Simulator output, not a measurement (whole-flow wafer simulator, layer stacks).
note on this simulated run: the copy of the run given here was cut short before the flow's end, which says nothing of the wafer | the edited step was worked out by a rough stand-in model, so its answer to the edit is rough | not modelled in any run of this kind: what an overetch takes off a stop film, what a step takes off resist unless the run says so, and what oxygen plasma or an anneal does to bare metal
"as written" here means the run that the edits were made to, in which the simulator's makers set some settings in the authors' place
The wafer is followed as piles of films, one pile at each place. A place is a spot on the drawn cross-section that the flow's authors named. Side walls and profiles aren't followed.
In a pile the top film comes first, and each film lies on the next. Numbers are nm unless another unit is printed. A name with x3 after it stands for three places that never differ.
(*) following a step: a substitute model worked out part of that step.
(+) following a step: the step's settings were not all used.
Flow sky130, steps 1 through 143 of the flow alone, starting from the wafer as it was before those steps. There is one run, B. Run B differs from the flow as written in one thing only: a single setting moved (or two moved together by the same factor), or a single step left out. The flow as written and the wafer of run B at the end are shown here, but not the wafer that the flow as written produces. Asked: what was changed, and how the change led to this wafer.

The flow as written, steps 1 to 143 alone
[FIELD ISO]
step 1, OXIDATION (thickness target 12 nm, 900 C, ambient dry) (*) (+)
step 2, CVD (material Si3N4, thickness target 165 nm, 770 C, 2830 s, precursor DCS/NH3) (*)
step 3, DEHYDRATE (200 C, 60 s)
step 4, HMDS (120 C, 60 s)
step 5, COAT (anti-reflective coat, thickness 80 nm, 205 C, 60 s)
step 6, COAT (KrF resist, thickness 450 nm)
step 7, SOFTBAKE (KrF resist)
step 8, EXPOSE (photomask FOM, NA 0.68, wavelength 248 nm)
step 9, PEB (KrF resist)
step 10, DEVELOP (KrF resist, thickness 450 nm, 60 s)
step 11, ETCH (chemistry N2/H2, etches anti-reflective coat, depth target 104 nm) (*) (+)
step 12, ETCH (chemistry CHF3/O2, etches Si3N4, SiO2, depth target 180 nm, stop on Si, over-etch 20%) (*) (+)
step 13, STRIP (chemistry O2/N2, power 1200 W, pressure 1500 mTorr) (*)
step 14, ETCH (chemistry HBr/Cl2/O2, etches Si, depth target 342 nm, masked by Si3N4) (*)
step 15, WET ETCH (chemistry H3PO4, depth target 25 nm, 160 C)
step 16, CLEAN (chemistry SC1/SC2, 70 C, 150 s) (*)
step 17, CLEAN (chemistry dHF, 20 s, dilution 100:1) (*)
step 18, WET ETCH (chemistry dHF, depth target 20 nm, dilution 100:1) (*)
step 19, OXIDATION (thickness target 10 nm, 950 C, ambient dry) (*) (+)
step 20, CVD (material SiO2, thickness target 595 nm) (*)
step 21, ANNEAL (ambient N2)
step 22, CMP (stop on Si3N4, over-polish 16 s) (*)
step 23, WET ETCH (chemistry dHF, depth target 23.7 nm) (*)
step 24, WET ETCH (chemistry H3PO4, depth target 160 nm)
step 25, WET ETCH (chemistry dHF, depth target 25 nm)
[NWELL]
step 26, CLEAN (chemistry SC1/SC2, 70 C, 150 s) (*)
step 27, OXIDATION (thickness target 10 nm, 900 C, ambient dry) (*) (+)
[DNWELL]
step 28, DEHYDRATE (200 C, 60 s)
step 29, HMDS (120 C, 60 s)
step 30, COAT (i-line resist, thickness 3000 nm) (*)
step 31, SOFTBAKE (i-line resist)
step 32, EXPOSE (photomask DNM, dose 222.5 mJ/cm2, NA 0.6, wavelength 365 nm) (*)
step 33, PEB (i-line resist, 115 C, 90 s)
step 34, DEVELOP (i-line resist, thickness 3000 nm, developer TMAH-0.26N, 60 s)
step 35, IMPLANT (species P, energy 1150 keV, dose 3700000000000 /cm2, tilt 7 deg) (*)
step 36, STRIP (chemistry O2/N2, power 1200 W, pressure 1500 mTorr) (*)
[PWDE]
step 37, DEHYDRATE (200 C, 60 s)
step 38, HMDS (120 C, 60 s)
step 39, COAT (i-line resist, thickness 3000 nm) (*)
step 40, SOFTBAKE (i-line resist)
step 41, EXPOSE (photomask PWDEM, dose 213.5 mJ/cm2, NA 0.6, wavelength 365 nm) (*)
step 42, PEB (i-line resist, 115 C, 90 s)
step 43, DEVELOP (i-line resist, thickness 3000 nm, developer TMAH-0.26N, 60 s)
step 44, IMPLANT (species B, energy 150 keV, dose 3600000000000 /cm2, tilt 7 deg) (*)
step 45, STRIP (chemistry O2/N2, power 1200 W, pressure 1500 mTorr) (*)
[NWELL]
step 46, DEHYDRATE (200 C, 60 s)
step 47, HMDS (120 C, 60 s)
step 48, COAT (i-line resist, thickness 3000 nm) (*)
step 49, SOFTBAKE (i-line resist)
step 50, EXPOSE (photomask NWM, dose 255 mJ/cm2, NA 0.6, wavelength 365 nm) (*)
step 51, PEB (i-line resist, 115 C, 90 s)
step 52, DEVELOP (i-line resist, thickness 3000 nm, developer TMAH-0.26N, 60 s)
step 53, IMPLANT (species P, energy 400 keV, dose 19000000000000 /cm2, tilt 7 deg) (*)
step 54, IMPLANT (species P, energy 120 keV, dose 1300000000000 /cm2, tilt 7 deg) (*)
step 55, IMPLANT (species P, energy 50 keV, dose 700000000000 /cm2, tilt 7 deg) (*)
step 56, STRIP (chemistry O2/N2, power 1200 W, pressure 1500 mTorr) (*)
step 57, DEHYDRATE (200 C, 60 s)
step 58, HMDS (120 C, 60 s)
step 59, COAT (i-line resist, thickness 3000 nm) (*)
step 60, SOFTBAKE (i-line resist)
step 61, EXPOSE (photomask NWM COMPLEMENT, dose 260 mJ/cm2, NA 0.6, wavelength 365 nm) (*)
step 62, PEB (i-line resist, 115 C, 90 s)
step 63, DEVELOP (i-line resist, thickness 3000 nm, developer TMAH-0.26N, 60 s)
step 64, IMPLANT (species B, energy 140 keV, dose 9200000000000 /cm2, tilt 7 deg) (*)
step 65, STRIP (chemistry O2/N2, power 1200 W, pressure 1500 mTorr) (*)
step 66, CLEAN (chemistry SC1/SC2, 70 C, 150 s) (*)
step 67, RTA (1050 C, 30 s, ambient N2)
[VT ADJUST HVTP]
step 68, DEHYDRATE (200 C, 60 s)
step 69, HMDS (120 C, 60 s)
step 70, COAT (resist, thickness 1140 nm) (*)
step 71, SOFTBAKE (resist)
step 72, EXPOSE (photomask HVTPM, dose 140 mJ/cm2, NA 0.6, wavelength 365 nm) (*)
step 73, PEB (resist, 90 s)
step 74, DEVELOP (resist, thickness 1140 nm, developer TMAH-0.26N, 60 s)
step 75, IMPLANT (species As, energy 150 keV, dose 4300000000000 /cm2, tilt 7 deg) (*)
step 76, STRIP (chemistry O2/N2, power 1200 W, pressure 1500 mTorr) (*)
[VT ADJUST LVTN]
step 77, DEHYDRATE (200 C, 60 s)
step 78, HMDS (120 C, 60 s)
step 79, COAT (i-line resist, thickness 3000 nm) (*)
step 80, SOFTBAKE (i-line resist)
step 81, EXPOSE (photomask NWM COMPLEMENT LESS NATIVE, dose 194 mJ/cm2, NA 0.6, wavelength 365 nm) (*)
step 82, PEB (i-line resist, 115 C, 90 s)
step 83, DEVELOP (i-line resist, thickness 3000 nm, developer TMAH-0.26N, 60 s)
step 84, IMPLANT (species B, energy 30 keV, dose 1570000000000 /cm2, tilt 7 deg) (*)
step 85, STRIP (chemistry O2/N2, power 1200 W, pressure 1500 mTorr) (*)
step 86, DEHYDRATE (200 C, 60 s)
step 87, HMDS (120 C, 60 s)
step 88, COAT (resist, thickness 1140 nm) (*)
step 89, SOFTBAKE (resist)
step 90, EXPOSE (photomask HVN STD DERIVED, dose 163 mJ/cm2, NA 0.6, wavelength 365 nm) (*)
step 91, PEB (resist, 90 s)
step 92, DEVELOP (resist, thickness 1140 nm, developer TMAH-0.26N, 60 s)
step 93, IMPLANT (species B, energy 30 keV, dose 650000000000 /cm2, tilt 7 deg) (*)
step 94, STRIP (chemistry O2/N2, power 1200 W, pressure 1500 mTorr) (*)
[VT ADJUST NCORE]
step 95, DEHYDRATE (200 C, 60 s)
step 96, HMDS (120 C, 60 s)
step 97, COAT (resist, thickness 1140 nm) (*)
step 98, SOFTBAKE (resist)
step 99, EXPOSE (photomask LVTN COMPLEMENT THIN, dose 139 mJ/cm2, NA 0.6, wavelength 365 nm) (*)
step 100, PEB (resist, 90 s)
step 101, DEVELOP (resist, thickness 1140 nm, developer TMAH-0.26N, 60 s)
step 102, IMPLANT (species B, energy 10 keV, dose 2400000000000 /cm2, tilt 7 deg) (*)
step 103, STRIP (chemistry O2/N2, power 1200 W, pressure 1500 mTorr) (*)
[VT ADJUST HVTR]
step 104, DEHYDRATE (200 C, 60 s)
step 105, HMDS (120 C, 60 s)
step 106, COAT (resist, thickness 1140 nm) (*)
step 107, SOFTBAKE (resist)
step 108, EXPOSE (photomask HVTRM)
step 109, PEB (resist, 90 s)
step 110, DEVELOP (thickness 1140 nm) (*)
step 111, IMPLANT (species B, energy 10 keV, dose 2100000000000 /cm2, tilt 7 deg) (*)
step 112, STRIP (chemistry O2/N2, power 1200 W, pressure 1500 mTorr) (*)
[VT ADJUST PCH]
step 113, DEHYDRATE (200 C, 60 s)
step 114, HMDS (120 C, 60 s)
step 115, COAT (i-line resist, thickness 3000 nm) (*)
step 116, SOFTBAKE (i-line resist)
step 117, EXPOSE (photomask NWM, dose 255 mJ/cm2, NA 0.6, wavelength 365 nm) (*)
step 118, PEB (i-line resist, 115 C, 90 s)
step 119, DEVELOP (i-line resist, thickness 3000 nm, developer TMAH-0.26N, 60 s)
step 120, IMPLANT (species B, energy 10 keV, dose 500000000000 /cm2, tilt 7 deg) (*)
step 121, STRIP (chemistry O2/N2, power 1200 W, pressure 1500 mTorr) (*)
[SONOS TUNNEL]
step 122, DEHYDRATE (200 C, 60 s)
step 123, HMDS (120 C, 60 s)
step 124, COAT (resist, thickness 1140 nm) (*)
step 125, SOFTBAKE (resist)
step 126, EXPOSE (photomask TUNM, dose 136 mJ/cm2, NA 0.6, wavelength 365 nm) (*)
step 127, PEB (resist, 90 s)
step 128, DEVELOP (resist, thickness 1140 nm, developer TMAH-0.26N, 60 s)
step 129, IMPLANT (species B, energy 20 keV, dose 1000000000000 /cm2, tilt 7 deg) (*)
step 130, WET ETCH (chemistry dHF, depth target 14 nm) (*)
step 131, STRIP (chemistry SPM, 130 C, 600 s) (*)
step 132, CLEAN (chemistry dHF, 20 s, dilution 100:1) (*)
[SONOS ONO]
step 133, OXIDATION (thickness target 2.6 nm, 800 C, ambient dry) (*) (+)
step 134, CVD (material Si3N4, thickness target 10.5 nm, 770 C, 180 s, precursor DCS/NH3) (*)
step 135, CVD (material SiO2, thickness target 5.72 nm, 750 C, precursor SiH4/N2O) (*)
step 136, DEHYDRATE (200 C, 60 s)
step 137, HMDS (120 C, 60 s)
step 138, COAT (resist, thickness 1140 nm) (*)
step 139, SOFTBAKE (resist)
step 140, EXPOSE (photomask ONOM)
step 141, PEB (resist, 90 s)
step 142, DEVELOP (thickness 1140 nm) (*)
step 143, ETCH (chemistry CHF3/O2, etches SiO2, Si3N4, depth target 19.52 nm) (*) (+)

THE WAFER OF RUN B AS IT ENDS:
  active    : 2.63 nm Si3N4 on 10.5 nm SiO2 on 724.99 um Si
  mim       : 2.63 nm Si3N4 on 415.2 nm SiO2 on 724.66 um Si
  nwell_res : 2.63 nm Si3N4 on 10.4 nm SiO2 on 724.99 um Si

What caused this: step 134, CVD: 805 C was run, while the flow as written has 770 C.

Step by step, how the change led to this:
  step 134, CVD (material Si3N4, thickness target 10.5 nm, 770 C, 180 s, precursor DCS/NH3) (*)
      field, active, n_well and 187 more: Si3N4 gains 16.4 (new film) (as written it would have been: Si3N4 gains 10.5 (new film))
  step 143, ETCH (chemistry CHF3/O2, etches SiO2, Si3N4, depth target 19.52 nm) (*) (+)
      field, active, p_well x5 and 179 more: SiO2 loses 5.72 (all of it), Si3N4 loses 13.8 (as written it would have been: SiO2 loses 5.72 (all of it), Si3N4 loses 10.5 (all of it), SiO2 loses 3.3)
      n_well, sonos_sd: SiO2 loses 5.72 (all of it), Si3N4 loses 13.8 (as written it would have been: SiO2 loses 5.72 (all of it), Si3N4 loses 10.5 (all of it), SiO2 loses 2.6 (all of it), Si loses 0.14)
